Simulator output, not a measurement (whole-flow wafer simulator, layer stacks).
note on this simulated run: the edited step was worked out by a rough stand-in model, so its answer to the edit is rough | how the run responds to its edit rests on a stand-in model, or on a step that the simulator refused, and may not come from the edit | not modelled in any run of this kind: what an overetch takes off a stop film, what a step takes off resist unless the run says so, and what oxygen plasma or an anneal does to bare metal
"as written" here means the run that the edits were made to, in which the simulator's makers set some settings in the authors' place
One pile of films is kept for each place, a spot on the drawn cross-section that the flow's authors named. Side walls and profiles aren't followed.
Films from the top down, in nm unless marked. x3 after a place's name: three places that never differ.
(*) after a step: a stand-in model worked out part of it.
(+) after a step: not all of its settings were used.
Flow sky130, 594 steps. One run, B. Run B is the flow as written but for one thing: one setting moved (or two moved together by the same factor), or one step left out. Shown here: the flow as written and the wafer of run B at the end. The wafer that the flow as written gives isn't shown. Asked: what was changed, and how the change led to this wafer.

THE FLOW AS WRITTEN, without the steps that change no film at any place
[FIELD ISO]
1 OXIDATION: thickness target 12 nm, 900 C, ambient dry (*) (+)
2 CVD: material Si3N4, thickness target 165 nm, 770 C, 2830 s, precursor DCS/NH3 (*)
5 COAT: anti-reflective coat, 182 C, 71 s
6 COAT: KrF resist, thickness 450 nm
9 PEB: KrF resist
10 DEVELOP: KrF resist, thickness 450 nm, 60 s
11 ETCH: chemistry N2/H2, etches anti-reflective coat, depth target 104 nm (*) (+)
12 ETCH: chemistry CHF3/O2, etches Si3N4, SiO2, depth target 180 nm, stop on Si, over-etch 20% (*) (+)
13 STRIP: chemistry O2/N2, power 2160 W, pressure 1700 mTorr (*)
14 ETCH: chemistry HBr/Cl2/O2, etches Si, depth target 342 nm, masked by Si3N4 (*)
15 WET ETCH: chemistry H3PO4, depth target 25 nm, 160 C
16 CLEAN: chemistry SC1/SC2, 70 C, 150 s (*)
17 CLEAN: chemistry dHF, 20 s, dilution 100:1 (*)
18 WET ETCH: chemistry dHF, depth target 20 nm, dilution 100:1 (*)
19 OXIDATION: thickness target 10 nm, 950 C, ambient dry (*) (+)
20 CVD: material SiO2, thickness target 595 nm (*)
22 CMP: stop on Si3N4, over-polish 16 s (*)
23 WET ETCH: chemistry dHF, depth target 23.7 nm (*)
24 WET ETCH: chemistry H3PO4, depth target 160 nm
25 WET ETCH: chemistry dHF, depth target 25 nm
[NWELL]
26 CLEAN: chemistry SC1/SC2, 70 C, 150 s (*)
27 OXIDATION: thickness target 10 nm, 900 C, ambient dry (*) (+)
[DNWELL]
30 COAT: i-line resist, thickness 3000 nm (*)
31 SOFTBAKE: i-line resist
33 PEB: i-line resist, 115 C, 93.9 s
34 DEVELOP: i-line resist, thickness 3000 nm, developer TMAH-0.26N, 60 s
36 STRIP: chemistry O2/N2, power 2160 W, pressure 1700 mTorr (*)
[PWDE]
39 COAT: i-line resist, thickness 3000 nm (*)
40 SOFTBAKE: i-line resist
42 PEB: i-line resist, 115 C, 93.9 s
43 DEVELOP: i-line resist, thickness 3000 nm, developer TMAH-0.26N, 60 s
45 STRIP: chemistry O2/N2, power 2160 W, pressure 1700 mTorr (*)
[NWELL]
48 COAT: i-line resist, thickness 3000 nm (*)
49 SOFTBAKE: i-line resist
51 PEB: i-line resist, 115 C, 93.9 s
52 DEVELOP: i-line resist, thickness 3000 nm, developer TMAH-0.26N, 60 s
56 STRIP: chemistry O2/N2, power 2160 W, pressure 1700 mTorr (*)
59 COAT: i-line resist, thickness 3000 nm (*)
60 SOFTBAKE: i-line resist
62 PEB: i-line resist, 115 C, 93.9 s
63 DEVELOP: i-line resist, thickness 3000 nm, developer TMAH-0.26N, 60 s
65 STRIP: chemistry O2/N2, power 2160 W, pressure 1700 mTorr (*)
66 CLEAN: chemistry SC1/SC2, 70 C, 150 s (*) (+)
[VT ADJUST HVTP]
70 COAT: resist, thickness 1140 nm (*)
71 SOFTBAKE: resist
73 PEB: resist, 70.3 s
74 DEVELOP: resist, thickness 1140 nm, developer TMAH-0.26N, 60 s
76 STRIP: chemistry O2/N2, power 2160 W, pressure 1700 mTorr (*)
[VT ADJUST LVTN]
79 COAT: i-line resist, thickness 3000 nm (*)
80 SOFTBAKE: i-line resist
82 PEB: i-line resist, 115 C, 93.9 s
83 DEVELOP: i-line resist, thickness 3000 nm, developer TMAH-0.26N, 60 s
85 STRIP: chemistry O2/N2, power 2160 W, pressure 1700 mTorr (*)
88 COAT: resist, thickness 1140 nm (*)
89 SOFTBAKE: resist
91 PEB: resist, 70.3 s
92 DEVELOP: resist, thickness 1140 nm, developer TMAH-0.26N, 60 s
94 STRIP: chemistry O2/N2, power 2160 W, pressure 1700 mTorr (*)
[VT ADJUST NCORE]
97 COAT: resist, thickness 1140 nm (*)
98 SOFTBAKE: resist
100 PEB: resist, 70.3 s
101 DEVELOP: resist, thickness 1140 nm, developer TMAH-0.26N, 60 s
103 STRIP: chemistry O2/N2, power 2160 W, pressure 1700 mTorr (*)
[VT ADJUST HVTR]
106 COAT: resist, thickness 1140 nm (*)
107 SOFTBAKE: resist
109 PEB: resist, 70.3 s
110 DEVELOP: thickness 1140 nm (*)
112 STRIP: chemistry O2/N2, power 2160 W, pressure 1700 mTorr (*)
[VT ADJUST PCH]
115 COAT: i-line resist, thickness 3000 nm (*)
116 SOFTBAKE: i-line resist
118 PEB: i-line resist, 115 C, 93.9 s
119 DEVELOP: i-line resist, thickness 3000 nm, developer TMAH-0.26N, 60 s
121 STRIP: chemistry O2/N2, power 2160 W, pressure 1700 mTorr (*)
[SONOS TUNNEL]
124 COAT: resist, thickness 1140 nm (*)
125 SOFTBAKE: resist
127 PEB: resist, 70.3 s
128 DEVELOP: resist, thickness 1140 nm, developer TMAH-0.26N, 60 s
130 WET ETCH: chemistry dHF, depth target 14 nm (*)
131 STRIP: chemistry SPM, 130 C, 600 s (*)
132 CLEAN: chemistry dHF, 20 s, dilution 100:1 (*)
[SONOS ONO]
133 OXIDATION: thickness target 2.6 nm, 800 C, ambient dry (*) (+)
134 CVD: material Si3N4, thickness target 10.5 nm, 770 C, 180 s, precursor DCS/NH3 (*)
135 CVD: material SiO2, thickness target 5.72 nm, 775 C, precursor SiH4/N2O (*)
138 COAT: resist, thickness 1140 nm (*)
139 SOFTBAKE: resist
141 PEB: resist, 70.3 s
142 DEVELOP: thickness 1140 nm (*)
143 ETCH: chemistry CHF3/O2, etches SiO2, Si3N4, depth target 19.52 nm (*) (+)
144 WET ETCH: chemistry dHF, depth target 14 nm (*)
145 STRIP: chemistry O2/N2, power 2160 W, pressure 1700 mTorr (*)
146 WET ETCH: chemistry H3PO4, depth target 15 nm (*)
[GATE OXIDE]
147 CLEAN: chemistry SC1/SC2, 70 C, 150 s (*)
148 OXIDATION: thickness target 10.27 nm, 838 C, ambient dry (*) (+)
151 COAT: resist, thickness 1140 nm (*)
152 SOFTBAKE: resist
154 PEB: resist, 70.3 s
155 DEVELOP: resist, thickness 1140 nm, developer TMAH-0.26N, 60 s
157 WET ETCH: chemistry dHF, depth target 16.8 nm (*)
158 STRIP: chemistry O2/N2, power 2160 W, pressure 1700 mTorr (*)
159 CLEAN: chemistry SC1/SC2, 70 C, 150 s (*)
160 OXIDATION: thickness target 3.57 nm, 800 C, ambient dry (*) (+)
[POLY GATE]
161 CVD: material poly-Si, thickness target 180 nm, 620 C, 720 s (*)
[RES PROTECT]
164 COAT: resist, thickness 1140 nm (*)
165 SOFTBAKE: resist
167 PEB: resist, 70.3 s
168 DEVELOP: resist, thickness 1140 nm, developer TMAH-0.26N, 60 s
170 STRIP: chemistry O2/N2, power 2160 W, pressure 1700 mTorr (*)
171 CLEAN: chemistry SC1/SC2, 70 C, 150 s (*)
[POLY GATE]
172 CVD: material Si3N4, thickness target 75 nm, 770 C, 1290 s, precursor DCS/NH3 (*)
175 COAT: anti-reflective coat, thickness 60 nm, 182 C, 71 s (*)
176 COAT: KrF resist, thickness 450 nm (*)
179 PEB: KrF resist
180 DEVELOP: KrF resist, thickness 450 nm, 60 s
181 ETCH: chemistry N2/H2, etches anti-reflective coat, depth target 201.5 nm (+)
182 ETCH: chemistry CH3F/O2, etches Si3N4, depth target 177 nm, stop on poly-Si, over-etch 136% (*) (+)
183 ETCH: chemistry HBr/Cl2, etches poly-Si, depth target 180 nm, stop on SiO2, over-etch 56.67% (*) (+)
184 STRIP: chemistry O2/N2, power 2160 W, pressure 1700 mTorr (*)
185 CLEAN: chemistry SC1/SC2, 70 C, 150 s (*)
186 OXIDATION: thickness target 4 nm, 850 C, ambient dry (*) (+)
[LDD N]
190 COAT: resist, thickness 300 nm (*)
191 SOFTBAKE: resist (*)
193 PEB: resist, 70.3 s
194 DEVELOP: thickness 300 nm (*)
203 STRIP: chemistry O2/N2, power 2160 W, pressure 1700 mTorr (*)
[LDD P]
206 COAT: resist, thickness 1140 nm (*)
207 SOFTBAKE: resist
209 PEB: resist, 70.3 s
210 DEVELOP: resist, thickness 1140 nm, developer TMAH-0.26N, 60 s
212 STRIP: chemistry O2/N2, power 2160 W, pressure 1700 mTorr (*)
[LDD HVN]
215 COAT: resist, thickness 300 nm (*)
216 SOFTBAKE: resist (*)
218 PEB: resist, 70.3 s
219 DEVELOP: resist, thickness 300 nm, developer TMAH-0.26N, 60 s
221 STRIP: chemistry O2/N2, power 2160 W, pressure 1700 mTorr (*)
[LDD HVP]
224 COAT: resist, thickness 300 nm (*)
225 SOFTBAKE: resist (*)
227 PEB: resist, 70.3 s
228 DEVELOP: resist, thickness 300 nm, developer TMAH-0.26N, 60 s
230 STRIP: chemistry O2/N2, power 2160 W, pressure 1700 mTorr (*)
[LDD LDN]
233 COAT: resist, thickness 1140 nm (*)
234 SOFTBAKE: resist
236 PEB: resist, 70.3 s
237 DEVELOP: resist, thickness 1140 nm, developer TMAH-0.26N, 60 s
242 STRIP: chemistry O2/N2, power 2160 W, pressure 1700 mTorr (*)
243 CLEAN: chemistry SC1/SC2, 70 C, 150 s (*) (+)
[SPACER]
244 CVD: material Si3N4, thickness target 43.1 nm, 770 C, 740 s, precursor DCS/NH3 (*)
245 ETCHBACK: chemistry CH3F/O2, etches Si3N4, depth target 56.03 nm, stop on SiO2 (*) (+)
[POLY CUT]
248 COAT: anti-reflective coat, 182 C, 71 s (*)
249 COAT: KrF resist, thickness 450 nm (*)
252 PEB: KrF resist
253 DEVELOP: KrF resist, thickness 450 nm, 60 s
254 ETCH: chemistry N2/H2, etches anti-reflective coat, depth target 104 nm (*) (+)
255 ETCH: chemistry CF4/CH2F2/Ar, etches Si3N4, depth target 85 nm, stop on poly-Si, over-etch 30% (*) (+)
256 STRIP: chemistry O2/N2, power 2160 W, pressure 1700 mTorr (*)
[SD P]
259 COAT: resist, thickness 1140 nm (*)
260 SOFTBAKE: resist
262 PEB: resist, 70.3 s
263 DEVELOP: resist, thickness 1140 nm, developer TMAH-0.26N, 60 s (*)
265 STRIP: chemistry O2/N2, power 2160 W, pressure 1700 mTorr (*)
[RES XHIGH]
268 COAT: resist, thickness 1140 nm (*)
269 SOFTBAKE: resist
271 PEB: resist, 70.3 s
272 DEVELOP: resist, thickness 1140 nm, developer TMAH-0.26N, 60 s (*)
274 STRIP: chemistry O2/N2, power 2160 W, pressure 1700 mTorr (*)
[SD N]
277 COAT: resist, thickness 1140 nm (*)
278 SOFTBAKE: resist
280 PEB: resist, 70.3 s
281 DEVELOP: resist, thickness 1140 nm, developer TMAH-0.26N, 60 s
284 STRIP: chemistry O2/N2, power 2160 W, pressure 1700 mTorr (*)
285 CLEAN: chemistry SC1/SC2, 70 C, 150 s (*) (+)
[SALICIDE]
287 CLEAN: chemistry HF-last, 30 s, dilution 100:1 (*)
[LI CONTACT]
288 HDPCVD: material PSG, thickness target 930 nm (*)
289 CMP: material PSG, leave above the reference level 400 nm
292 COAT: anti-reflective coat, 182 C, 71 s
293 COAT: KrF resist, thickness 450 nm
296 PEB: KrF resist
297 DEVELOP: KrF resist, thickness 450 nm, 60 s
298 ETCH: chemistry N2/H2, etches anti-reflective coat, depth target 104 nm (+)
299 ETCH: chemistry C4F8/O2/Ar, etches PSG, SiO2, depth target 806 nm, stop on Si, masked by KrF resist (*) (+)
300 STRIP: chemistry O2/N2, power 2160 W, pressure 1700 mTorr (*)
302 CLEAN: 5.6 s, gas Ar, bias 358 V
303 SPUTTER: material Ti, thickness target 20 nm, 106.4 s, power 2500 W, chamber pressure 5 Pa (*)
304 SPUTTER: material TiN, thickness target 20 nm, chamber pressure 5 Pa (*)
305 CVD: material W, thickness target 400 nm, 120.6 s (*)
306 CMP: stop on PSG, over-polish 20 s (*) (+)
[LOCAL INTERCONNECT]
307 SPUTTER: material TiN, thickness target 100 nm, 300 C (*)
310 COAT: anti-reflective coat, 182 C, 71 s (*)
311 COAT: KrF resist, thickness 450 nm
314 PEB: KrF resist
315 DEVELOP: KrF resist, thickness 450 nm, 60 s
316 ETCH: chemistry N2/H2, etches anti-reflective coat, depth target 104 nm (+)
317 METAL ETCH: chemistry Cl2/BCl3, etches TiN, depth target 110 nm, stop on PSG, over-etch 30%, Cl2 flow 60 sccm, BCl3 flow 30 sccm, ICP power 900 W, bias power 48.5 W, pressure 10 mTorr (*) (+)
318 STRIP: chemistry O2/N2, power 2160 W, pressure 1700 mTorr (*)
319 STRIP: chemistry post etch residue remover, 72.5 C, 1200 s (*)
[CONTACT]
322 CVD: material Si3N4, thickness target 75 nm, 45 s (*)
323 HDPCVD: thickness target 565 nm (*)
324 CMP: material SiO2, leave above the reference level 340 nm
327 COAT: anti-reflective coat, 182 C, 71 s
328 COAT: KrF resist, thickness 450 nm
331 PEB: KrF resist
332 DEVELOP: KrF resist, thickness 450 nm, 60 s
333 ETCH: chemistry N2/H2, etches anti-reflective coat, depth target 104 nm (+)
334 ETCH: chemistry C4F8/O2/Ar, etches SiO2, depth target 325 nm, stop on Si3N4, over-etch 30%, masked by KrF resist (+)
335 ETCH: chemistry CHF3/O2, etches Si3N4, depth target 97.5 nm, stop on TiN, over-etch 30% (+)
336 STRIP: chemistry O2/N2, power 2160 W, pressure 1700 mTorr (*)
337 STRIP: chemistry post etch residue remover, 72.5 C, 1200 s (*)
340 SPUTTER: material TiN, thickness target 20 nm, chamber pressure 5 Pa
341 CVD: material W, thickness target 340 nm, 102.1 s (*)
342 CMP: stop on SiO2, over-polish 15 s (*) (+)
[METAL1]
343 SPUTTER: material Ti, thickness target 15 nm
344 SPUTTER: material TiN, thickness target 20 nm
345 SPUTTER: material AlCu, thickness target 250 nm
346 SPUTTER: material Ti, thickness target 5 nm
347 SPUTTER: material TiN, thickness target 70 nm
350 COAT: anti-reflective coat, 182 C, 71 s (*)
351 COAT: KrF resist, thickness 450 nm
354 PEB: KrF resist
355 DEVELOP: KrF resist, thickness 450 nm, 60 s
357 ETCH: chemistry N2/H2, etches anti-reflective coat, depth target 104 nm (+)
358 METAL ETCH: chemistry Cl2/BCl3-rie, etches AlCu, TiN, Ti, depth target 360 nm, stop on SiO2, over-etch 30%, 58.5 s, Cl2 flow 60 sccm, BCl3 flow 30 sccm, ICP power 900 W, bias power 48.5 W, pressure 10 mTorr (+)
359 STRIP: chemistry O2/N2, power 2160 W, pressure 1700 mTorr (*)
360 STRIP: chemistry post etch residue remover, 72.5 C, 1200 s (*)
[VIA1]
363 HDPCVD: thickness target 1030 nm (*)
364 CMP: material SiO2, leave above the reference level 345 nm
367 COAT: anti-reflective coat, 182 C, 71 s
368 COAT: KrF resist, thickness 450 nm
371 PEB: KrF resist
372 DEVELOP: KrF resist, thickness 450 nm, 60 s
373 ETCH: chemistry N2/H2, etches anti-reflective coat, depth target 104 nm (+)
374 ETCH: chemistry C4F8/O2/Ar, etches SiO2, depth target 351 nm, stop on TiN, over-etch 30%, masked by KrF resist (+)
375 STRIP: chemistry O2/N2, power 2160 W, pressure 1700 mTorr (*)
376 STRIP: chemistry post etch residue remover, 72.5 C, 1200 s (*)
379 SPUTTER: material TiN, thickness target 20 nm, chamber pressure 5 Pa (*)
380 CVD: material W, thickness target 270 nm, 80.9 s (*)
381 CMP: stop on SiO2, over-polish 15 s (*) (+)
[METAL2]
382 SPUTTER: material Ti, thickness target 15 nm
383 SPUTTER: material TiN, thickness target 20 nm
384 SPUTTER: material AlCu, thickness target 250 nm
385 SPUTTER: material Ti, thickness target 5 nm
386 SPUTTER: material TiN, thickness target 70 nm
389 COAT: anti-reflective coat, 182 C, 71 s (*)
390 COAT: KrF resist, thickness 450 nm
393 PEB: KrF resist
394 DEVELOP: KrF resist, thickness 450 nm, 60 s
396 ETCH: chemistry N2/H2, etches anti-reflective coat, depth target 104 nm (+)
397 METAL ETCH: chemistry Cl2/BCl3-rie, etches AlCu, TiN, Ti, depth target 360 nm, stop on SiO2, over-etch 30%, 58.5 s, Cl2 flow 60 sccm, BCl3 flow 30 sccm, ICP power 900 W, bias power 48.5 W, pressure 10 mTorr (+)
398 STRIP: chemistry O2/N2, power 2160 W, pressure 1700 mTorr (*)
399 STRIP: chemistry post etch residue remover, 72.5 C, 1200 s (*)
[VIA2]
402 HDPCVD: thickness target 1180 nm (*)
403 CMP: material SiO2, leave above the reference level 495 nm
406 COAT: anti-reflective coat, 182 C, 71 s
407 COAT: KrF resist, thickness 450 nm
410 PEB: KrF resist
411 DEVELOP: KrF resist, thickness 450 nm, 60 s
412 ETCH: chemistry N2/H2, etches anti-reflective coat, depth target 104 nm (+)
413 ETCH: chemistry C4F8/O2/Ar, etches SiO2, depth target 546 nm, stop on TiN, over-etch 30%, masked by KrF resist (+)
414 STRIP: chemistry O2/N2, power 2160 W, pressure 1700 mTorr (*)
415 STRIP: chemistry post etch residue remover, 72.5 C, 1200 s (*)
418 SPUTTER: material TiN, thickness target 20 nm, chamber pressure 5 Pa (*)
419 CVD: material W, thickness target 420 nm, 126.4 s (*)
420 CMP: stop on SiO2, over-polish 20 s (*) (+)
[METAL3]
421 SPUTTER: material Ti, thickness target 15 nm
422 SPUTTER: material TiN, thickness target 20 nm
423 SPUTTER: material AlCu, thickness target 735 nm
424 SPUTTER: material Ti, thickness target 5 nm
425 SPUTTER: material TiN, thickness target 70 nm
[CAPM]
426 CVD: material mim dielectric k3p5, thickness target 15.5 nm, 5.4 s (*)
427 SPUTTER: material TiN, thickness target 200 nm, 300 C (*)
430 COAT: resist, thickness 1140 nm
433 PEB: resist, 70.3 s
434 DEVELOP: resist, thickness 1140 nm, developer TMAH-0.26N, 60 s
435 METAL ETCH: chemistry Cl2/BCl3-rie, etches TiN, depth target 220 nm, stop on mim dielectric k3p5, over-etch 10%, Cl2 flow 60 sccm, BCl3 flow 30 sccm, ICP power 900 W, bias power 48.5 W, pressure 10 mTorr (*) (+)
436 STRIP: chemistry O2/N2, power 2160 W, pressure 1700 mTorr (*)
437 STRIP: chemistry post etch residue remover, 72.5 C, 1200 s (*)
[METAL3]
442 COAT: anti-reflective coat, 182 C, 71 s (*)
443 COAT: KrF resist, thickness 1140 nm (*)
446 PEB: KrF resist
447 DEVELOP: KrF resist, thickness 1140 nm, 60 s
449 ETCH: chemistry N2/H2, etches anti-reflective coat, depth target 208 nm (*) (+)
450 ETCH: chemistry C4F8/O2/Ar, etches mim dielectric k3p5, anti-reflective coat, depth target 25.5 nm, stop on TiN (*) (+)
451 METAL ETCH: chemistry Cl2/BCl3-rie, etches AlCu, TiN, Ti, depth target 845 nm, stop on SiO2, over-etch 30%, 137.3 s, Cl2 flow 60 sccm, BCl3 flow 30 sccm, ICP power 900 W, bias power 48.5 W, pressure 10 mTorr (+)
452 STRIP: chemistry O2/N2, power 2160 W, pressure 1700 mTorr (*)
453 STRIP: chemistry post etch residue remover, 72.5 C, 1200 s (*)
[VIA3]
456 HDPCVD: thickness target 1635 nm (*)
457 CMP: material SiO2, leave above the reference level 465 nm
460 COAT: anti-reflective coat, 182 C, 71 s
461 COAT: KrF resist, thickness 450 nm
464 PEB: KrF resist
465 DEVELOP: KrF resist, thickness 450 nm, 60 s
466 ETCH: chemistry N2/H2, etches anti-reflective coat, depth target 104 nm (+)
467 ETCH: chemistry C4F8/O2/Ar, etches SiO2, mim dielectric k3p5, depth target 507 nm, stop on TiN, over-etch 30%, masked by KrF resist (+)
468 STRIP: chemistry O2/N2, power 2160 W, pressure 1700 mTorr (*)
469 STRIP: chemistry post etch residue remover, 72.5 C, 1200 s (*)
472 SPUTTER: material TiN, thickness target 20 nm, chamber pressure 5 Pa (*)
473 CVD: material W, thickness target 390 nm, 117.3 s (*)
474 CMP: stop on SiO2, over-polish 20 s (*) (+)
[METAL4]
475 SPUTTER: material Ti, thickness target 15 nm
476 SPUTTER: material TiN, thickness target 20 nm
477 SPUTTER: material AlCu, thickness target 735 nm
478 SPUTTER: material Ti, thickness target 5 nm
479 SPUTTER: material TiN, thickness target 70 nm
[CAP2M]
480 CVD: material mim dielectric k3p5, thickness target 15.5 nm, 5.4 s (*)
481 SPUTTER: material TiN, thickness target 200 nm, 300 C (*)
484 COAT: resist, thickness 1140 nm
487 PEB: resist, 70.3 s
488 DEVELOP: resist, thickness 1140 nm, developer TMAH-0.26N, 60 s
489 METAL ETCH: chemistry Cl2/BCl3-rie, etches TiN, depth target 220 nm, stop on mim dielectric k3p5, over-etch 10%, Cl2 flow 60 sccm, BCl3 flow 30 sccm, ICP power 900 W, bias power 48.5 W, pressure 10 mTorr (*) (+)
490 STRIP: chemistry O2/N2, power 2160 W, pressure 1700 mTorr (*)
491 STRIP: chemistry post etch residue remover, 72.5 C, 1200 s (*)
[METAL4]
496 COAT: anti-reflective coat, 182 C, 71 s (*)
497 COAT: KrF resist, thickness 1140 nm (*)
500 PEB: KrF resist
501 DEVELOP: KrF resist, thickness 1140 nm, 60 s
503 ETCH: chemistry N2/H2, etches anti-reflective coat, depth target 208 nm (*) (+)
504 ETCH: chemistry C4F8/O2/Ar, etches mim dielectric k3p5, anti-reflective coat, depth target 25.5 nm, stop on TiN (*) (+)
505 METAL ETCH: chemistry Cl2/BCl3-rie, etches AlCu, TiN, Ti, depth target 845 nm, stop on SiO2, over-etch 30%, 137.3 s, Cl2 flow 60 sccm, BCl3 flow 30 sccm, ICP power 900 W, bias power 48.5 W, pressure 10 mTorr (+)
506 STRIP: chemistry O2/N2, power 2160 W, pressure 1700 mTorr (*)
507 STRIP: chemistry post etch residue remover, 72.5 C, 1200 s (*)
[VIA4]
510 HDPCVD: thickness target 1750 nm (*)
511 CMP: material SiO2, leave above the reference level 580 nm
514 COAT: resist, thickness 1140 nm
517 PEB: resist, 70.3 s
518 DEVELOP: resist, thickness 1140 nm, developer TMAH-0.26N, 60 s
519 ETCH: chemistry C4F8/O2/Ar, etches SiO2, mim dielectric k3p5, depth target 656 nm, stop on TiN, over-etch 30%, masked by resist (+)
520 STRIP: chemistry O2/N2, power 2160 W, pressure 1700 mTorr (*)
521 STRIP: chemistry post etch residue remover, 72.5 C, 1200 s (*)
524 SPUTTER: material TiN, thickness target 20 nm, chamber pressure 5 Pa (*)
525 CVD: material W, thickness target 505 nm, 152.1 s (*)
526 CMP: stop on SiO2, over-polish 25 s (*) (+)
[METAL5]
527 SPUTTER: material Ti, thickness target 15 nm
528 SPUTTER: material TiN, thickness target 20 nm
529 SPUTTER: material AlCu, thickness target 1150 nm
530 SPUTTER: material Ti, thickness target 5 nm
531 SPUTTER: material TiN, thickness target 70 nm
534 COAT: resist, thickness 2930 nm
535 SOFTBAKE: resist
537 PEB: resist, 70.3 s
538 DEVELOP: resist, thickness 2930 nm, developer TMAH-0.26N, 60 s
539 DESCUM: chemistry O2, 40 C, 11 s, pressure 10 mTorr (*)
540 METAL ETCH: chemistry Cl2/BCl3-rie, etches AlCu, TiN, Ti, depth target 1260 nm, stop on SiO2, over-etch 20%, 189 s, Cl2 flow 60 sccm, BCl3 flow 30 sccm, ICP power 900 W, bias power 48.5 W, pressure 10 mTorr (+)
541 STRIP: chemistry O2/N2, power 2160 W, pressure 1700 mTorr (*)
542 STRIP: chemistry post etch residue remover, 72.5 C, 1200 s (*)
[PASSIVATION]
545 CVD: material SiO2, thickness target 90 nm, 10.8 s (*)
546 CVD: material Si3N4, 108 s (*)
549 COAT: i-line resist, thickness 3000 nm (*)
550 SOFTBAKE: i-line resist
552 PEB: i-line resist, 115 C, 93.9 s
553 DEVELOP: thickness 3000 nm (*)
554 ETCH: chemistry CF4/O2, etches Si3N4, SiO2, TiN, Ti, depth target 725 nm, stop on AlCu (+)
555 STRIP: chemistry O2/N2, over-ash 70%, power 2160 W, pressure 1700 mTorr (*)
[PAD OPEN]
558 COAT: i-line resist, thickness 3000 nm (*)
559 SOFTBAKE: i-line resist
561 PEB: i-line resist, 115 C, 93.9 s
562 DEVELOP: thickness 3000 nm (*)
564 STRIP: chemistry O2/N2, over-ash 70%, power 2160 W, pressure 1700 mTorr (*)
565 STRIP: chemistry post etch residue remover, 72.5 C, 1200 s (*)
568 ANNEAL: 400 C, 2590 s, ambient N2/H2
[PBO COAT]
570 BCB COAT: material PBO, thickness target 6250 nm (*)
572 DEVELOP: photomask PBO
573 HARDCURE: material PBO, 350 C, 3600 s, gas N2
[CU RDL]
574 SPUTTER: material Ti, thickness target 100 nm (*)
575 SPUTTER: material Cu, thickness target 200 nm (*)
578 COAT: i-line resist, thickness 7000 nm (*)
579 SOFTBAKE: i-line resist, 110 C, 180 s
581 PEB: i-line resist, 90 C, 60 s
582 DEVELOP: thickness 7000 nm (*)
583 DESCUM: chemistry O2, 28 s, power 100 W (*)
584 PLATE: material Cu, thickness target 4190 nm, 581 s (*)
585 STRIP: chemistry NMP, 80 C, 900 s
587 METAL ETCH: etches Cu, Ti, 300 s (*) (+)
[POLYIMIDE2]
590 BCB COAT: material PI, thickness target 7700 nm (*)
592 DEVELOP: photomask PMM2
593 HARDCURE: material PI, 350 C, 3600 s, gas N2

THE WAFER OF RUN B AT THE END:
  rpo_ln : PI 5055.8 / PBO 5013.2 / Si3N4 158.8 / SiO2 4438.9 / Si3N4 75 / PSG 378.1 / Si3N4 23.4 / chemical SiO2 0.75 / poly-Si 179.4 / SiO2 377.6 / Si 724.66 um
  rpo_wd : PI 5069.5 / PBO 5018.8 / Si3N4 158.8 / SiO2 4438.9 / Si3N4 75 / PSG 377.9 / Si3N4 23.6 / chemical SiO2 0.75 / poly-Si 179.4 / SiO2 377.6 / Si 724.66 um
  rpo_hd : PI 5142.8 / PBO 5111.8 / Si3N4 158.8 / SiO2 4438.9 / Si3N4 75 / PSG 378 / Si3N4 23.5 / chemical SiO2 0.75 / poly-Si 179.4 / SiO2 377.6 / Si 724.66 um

The cause: step 255, ETCH: depth target 37.4 nm was run, where the flow has depth target 85 nm.

How the change led to this, step by step:
  255 ETCH: chemistry CF4/CH2F2/Ar, etches Si3N4, depth target 85 nm, stop on poly-Si, over-etch 30% (*) (+)
      rpo_wd, rxpo_wd: Si3N4 -37.4 (as written it would be: Si3N4 -61.6 (all of it), chemical SiO2 -0.75 (all of it))
      poly_licon: Si3N4 -37.4 (as written it would be: Si3N4 -61.9 (all of it), chemical SiO2 -0.76 (all of it))
      (and at 187 more places)
  256 STRIP: chemistry O2/N2, power 2160 W, pressure 1700 mTorr (*)
      poly_licon, rpo_ln, rpo_wd, rpo_hd, rpo_hd_licon, rxpo_ln, rxpo_wd: nothing (as written it would be: chemical SiO2 +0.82 (new film), poly-Si -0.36)
      dice_street, dep_dnw_sti, iso_dnw_wall, grade_field_poly, de16_nwb_sti: KrF resist -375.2 (all of it), anti-reflective coat -80 (all of it) (as written it would be: KrF resist -353.2 (all of it), anti-reflective coat -80 (all of it))
      (and at 178 more places)
  260 SOFTBAKE: resist
      mim: resist +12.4 (as written it would be: resist +10.8)
      nw_fld: resist +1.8 (as written it would be: resist +1.28)
      (and at 14 more places)
  269 SOFTBAKE: resist
      mim: resist +12.4 (as written it would be: resist +10.8)
      nw_fld: resist +1.8 (as written it would be: resist +1.28)
      (and at 14 more places)
  278 SOFTBAKE: resist
      mim: resist +12.4 (as written it would be: resist +10.8)
      nw_fld__w1: resist +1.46 (as written it would be: resist +0.73)
      (and at 14 more places)
  287 CLEAN: chemistry HF-last, 30 s, dilution 100:1 (*)
      rpo_ln, rpo_wd, rpo_hd, rpo_hd_licon, rxpo_ln, rxpo_wd: Si3N4 -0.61 (as written it would be: chemical SiO2 -0.77 (all of it))
      poly_licon: Si3N4 -0.61 (as written it would be: chemical SiO2 -0.76 (all of it))
  289 CMP: material PSG, leave above the reference level 400 nm
      rpo_wd, rpo_hd, rxpo_wd: PSG -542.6 (as written it would be: PSG -517.7)
      poly_licon, rpo_hd_licon: PSG -542.9 (as written it would be: PSG -517.7)
      (and at 2 more places)
  299 ETCH: chemistry C4F8/O2/Ar, etches PSG, SiO2, depth target 806 nm, stop on Si, masked by KrF resist (*) (+)
      poly_licon: PSG -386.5 (all of it), Si3N4 -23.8 (all of it), chemical SiO2 -0.76 (all of it) (as written it would be: PSG -411.7 (all of it))
      rpo_hd_licon: PSG -386.5 (all of it), Si3N4 -23.8 (all of it), chemical SiO2 -0.75 (all of it) (as written it would be: PSG -411.7 (all of it))
  306 CMP: stop on PSG, over-polish 20 s (*) (+)
      poly_licon: W -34 (as written it would be: W -33.3)
